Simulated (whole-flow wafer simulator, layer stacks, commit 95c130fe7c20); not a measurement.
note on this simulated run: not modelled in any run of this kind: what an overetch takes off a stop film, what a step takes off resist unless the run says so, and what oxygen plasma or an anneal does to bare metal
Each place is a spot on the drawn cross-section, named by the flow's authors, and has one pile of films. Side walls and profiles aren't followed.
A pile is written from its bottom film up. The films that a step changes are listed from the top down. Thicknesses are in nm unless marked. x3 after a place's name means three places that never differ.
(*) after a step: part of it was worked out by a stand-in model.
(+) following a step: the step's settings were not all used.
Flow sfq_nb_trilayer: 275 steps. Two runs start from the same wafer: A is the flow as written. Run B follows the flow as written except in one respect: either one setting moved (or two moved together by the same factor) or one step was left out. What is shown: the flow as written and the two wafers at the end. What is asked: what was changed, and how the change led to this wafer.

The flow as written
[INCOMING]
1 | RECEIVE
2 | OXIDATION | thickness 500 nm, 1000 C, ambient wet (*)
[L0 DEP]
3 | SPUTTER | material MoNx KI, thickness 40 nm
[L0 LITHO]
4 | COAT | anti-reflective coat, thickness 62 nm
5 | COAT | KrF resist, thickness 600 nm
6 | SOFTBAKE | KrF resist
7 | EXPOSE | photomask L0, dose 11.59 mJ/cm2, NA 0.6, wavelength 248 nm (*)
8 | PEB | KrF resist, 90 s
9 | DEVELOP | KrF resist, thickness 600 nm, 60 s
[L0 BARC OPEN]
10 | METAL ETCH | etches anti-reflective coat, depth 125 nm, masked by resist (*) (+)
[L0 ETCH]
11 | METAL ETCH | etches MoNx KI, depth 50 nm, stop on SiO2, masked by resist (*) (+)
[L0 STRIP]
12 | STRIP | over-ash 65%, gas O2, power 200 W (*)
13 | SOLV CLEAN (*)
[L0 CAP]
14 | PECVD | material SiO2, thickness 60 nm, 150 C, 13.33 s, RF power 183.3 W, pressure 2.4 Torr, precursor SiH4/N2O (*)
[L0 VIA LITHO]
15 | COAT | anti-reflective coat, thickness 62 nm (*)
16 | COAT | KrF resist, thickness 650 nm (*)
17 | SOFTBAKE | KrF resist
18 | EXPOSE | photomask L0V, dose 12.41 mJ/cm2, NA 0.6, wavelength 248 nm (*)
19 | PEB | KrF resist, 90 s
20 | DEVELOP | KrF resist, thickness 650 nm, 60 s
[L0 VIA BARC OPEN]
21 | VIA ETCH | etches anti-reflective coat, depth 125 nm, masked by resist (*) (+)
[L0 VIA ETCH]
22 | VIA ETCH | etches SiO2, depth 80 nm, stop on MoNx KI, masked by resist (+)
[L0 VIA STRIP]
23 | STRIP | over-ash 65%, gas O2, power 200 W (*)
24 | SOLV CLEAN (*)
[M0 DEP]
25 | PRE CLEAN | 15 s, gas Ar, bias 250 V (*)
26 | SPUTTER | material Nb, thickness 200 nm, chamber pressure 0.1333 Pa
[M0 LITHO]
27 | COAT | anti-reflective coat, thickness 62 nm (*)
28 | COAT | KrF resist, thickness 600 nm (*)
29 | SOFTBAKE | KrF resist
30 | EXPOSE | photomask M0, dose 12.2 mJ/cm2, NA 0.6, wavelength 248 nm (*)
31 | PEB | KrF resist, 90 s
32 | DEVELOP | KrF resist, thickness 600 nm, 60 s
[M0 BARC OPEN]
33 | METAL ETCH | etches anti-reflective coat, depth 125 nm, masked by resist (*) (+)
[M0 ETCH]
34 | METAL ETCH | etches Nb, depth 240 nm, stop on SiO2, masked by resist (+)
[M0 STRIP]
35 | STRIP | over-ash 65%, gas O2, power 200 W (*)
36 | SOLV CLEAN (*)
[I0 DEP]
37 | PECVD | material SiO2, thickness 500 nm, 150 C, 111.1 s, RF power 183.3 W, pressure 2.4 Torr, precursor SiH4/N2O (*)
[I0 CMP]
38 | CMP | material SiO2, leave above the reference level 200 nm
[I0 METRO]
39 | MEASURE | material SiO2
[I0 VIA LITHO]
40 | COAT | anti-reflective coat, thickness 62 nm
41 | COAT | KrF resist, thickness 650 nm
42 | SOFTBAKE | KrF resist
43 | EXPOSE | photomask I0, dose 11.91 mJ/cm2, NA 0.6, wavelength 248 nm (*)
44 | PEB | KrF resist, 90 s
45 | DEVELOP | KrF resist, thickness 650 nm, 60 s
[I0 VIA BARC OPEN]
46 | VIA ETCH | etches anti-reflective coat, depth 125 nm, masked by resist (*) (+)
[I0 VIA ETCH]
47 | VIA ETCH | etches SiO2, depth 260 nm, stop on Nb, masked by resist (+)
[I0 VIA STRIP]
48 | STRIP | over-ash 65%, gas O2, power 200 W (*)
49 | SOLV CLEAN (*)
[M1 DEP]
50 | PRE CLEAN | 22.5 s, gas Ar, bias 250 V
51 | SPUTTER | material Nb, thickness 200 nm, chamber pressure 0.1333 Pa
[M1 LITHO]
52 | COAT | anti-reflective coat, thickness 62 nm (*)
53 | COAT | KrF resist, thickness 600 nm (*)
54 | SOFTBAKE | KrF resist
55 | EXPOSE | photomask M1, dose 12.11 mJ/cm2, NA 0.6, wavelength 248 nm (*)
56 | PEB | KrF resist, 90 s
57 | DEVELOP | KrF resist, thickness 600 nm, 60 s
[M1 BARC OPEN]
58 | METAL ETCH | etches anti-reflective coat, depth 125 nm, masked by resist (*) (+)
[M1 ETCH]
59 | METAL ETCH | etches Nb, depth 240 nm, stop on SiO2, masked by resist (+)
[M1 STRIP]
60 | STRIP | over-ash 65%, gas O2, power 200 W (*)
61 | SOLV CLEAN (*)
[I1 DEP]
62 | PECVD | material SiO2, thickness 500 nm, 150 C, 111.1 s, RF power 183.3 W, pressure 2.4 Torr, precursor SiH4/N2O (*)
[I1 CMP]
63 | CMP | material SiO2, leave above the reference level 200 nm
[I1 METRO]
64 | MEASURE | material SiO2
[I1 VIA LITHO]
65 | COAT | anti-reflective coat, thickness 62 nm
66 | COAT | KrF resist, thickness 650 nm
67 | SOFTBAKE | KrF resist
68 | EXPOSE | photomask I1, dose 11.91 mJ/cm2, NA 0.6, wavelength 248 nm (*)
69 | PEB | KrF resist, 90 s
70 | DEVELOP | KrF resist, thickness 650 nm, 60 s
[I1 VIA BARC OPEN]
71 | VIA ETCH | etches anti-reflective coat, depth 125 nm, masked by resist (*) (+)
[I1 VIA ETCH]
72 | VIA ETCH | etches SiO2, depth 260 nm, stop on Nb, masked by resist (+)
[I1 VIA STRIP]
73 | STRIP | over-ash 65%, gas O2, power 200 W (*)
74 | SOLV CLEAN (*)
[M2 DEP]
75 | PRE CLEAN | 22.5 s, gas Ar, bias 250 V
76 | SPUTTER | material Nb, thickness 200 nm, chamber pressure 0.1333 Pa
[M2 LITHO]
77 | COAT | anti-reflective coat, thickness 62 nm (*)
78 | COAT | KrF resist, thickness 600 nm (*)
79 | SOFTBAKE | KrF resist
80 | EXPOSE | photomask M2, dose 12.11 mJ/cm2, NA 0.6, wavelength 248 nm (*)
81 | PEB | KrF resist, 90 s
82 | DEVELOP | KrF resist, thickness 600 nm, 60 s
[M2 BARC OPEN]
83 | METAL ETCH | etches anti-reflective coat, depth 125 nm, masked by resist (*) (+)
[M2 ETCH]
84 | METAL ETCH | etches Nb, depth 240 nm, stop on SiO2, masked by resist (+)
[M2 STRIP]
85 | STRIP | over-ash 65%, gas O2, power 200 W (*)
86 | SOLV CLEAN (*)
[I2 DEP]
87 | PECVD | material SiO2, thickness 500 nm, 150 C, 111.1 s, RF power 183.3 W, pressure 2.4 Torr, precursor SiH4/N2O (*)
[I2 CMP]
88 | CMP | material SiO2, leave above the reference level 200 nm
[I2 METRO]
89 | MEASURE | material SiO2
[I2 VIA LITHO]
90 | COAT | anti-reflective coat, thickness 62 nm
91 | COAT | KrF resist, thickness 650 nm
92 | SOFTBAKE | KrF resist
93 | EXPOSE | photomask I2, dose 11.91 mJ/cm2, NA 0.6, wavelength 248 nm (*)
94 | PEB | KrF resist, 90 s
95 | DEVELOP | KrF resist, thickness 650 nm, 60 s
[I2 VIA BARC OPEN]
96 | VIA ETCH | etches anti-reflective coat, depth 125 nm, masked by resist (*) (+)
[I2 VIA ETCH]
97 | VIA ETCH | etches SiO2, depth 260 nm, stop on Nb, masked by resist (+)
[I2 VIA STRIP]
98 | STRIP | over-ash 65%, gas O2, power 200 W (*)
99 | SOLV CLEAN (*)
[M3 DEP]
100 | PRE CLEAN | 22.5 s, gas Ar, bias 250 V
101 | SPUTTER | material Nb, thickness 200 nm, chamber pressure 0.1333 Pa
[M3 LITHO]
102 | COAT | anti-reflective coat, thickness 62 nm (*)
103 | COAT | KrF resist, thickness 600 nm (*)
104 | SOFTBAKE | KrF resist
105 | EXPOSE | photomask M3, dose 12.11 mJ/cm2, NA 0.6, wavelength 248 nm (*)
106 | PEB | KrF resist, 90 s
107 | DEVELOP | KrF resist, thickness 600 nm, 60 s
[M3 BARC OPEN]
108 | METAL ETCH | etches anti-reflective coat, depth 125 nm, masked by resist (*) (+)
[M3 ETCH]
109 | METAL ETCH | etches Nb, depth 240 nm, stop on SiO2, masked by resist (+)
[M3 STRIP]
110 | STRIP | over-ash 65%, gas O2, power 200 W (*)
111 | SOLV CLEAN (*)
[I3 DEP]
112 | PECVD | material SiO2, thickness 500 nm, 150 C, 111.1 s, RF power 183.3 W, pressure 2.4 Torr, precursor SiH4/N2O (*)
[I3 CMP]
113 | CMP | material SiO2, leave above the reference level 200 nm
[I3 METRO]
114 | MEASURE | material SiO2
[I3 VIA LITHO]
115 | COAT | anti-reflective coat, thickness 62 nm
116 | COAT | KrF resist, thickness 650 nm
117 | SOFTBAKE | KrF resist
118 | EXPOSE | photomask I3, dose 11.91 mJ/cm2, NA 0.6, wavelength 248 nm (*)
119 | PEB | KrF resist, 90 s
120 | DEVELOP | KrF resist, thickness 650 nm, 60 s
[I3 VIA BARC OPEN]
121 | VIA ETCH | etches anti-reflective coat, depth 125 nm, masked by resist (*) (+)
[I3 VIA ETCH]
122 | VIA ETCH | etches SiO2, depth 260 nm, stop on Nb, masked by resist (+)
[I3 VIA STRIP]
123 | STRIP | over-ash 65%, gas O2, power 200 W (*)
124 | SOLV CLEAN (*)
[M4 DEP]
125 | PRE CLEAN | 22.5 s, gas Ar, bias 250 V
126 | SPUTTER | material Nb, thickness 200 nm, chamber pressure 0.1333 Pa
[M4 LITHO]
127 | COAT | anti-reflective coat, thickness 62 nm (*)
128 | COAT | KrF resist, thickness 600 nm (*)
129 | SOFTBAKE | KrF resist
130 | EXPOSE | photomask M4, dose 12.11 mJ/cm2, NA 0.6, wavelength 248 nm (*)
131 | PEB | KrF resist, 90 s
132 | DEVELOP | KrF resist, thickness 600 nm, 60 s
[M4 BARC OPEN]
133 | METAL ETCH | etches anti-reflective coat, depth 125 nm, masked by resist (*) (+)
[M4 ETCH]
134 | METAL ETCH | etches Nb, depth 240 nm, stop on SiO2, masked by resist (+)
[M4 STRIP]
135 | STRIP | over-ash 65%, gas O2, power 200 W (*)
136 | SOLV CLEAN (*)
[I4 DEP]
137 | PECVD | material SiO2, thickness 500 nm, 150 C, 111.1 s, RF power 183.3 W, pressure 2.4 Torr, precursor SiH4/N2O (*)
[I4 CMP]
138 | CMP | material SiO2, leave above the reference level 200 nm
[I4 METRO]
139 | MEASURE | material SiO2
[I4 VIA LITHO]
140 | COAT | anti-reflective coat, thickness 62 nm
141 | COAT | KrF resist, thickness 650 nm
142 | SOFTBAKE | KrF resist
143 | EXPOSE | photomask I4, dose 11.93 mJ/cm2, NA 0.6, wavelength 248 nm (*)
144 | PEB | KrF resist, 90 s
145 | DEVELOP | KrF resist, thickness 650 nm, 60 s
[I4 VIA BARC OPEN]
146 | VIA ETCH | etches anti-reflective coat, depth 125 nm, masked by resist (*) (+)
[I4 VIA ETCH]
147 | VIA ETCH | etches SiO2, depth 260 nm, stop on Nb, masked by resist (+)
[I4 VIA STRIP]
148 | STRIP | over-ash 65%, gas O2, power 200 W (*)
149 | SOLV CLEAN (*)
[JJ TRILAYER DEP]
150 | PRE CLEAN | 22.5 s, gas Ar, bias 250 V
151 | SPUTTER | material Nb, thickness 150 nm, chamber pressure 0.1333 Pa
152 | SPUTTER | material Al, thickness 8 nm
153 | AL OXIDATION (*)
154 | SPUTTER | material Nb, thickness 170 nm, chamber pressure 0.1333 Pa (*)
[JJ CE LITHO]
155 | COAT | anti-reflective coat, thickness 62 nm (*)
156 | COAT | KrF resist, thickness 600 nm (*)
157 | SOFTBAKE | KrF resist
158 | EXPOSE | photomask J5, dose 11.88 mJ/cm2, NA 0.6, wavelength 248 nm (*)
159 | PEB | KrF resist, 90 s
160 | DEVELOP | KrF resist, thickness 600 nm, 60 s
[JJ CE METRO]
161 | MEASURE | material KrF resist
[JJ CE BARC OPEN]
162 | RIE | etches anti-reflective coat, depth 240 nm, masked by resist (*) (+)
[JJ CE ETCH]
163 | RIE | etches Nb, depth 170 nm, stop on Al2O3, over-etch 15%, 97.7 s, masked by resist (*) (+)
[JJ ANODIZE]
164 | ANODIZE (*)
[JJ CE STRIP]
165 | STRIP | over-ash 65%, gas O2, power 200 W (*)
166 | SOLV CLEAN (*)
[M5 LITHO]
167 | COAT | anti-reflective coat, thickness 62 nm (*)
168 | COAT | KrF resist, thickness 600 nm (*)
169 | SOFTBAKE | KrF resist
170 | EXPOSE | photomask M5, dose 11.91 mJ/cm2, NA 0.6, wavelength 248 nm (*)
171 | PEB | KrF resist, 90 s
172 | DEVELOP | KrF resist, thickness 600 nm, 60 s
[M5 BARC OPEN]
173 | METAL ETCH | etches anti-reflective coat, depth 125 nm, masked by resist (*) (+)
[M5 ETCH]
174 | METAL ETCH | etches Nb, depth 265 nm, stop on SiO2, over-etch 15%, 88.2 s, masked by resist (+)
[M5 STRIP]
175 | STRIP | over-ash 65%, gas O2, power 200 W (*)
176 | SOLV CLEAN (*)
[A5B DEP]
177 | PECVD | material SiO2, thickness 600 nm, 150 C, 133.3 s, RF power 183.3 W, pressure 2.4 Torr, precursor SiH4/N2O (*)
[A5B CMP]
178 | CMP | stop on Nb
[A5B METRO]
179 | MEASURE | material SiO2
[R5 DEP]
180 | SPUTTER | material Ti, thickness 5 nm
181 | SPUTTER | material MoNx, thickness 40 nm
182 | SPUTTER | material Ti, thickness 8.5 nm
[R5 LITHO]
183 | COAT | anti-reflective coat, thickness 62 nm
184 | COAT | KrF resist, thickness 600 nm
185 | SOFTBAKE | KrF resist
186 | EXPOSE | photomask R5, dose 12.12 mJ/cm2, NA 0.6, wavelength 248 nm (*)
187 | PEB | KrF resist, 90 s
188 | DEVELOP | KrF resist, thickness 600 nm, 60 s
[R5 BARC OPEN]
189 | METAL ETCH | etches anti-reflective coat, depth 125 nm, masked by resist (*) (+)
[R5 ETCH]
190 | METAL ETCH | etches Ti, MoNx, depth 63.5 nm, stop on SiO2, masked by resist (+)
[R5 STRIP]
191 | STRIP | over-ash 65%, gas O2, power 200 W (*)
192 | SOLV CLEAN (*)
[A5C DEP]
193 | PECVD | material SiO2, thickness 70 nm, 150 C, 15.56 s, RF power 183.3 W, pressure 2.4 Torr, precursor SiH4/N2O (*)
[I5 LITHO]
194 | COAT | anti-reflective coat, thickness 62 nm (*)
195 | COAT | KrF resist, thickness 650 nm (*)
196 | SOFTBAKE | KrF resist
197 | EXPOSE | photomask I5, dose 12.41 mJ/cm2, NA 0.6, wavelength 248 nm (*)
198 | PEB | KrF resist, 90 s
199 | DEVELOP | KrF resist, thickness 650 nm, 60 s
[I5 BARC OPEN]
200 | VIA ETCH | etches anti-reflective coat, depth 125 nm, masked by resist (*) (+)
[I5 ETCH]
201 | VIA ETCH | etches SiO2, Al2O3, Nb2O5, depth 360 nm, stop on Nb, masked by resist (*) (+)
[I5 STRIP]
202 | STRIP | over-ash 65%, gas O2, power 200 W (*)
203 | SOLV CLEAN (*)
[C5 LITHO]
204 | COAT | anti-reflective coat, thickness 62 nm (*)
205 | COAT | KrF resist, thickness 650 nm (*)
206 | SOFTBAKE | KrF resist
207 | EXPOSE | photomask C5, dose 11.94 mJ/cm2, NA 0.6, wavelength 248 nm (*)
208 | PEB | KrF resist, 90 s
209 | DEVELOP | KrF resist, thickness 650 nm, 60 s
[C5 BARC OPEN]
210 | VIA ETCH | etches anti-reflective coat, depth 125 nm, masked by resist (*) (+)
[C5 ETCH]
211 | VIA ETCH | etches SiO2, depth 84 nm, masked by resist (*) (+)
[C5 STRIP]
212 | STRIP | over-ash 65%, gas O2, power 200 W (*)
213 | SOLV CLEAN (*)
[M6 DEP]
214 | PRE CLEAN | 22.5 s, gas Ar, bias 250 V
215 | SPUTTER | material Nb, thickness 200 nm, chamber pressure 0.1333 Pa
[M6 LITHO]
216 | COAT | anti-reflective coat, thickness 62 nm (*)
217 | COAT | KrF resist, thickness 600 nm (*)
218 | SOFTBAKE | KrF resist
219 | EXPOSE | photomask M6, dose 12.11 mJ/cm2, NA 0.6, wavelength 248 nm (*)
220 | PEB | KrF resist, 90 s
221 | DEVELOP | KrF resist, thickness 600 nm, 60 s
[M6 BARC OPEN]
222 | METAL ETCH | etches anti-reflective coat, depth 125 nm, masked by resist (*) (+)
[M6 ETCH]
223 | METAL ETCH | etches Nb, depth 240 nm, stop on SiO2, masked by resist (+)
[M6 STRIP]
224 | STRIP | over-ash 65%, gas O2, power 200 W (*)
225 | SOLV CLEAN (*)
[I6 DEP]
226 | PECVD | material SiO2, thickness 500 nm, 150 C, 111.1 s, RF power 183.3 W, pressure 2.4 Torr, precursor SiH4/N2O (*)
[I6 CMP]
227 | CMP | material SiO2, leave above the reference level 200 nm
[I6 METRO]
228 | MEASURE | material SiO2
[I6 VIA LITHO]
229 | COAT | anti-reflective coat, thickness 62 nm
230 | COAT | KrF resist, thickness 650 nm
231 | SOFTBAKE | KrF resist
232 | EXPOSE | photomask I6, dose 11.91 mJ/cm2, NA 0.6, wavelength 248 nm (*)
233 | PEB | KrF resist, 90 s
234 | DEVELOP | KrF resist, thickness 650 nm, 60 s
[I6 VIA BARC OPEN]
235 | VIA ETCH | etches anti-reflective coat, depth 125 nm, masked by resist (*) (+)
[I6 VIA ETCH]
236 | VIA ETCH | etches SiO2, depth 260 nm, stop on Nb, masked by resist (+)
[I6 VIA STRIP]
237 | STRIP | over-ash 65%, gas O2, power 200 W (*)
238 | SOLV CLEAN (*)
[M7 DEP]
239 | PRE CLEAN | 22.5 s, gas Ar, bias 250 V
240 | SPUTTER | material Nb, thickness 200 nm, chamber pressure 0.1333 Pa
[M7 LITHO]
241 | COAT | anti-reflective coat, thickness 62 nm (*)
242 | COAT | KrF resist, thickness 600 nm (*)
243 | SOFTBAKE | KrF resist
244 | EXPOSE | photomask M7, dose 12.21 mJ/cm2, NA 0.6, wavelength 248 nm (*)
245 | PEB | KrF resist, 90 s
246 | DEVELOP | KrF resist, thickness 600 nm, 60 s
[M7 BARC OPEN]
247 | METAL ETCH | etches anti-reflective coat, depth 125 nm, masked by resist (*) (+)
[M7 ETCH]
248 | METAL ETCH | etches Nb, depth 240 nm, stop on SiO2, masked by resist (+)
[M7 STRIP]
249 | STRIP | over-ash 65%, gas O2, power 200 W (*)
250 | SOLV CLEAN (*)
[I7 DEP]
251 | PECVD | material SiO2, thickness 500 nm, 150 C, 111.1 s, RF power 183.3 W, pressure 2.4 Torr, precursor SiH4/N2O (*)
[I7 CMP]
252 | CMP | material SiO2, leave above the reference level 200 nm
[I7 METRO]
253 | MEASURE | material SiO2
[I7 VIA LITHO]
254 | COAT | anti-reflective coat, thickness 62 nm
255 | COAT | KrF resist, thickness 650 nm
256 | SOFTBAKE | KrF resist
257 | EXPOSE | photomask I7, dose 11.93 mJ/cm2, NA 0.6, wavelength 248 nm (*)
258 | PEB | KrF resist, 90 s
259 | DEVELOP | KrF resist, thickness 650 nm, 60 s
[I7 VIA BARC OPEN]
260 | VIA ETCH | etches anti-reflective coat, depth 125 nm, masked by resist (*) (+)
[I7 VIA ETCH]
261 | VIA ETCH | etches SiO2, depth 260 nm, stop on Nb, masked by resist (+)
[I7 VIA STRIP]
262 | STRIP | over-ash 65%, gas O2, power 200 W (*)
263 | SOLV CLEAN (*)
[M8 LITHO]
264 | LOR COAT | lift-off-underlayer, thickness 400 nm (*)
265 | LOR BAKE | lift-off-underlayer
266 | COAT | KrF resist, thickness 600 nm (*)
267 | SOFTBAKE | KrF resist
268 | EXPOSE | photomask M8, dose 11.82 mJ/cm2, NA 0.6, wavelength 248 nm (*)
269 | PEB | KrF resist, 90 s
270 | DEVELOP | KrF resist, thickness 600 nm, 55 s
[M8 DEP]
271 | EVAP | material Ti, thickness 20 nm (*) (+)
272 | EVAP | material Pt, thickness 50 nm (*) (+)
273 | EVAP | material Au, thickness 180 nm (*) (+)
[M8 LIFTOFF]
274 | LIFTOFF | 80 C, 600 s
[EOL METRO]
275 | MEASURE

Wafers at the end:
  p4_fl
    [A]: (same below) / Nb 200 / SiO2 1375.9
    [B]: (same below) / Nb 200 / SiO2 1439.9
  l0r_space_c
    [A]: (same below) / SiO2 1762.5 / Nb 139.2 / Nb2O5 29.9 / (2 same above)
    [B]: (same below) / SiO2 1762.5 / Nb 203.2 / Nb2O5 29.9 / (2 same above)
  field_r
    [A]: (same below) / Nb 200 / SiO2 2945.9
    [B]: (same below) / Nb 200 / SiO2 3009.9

What caused this: step 151, SPUTTER: thickness 214 nm was run, though the flow has thickness 150 nm.

The path from the change to this, step by step:
  151 | SPUTTER | material Nb, thickness 150 nm, chamber pressure 0.1333 Pa
      field_l, v_sur, via_sp and 100 more: A +150 Nb (new film) | B +214 Nb (new film)
      via_wl, via_w, via_wr: A +130.4 Nb | B +186.8 Nb
  152 | SPUTTER | material Al, thickness 8 nm
      via_wl, via_wr: A +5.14 Al (new film) | B +4.61 Al (new film)
  154 | SPUTTER | material Nb, thickness 170 nm, chamber pressure 0.1333 Pa (*)
      via_wl, via_wr: A +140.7 Nb (new film) | B +137.1 Nb (new film)
      via_w: A +141 Nb (new film) | B +137.5 Nb (new film)
  155 | COAT | anti-reflective coat, thickness 62 nm (*)
      via_wl, via_wr: A +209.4 anti-reflective coat (new film) | B +229.5 anti-reflective coat (new film)
      via_w: A +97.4 anti-reflective coat (new film) | B +103.8 anti-reflective coat (new film)
  162 | RIE | etches anti-reflective coat, depth 240 nm, masked by resist (*) (+)
      ce_l, c5j, ce_r, wl_jj: A -209.4 KrF resist | B -229.5 KrF resist
      via_wl, via_wr: A -209.4 anti-reflective coat (all of it) | B -229.5 anti-reflective coat (all of it)
      (and at 1 other place as well)
  163 | RIE | etches Nb, depth 170 nm, stop on Al2O3, over-etch 15%, 97.7 s, masked by resist (*) (+)
      via_wl, via_wr: A -140.7 Nb (all of it), -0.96 Al2O3 (all of it) | B -137.1 Nb (all of it), -0.96 Al2O3 (all of it)
      via_w: A -141 Nb (all of it), -0.96 Al2O3 (all of it) | B -137.5 Nb (all of it), -0.96 Al2O3 (all of it)
  164 | ANODIZE (*)
      via_wl, via_wr: A +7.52 Al2O3 (new film), +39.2 Nb2O5 (new film), -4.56 Al (all of it), -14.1 Nb | B +6.64 Al2O3 (new film), +40.8 Nb2O5 (new film), -4.03 Al (all of it), -14.7 Nb
      via_w: A +10.8 Al2O3 (new film), +33.3 Nb2O5 (new film), -6.54 Al (all of it), -12 Nb | B +10.4 Al2O3 (new film), +34 Nb2O5 (new film), -6.3 Al (all of it), -12.2 Nb
  165 | STRIP | over-ash 65%, gas O2, power 200 W (*)
      c5j, ce_r: A -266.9 KrF resist (all of it), -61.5 anti-reflective coat (all of it) | B -246.8 KrF resist (all of it), -61.5 anti-reflective coat (all of it)
      ce_l: A -266.8 KrF resist (all of it), -61.4 anti-reflective coat (all of it) | B -246.7 KrF resist (all of it), -61.4 anti-reflective coat (all of it)
      (and at 1 other place as well)
  167 | COAT | anti-reflective coat, thickness 62 nm (*)
      v_sur: A +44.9 anti-reflective coat (new film) | B +41.1 anti-reflective coat (new film)
      via_wl: A +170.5 anti-reflective coat (new film) | B +155 anti-reflective coat (new film)
      (and at 3 other places as well)
  168 | COAT | KrF resist, thickness 600 nm (*)
      via_wl: A +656 KrF resist (new film) | B +672.5 KrF resist (new film)
      via_wr: A +656.6 KrF resist (new film) | B +673.4 KrF resist (new film)
  174 | METAL ETCH | etches Nb, depth 265 nm, stop on SiO2, over-etch 15%, 88.2 s, masked by resist (+)
      field_l, r_sur, res and 49 more: A -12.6 Al2O3 (all of it), -29.9 Nb2O5 (all of it), -139.2 Nb (all of it), -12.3 SiO2 | B -12.6 Al2O3 (all of it), -29.9 Nb2O5 (all of it), -203.2 Nb (all of it), -5.89 SiO2
      wl_a_sl: A -12.6 Al2O3 (all of it), -29.9 Nb2O5 (all of it), -139.2 Nb (all of it), -12.3 SiO2 | B -12.6 Al2O3 (all of it), -29.9 Nb2O5 (all of it), -203.2 Nb (all of it), -5.9 SiO2
  175 | STRIP | over-ash 65%, gas O2, power 200 W (*)
      v_sur: A -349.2 KrF resist (all of it), -44.9 anti-reflective coat (all of it) | B -347.9 KrF resist (all of it), -41.1 anti-reflective coat (all of it)
      via_wl: A -427 KrF resist (all of it), -170.5 anti-reflective coat (all of it) | B -443.6 KrF resist (all of it), -155 anti-reflective coat (all of it)
      (and at 3 other places as well)
  178 | CMP | stop on Nb
      field_l, p4_fl, p4_fm and 39 more: A -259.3 SiO2 | B -201.7 SiO2
      r_sur, res, r_end, moat, field_r, lsp_l: A -252.3 SiO2 | B -192.6 SiO2
      (and at 8 other places as well)
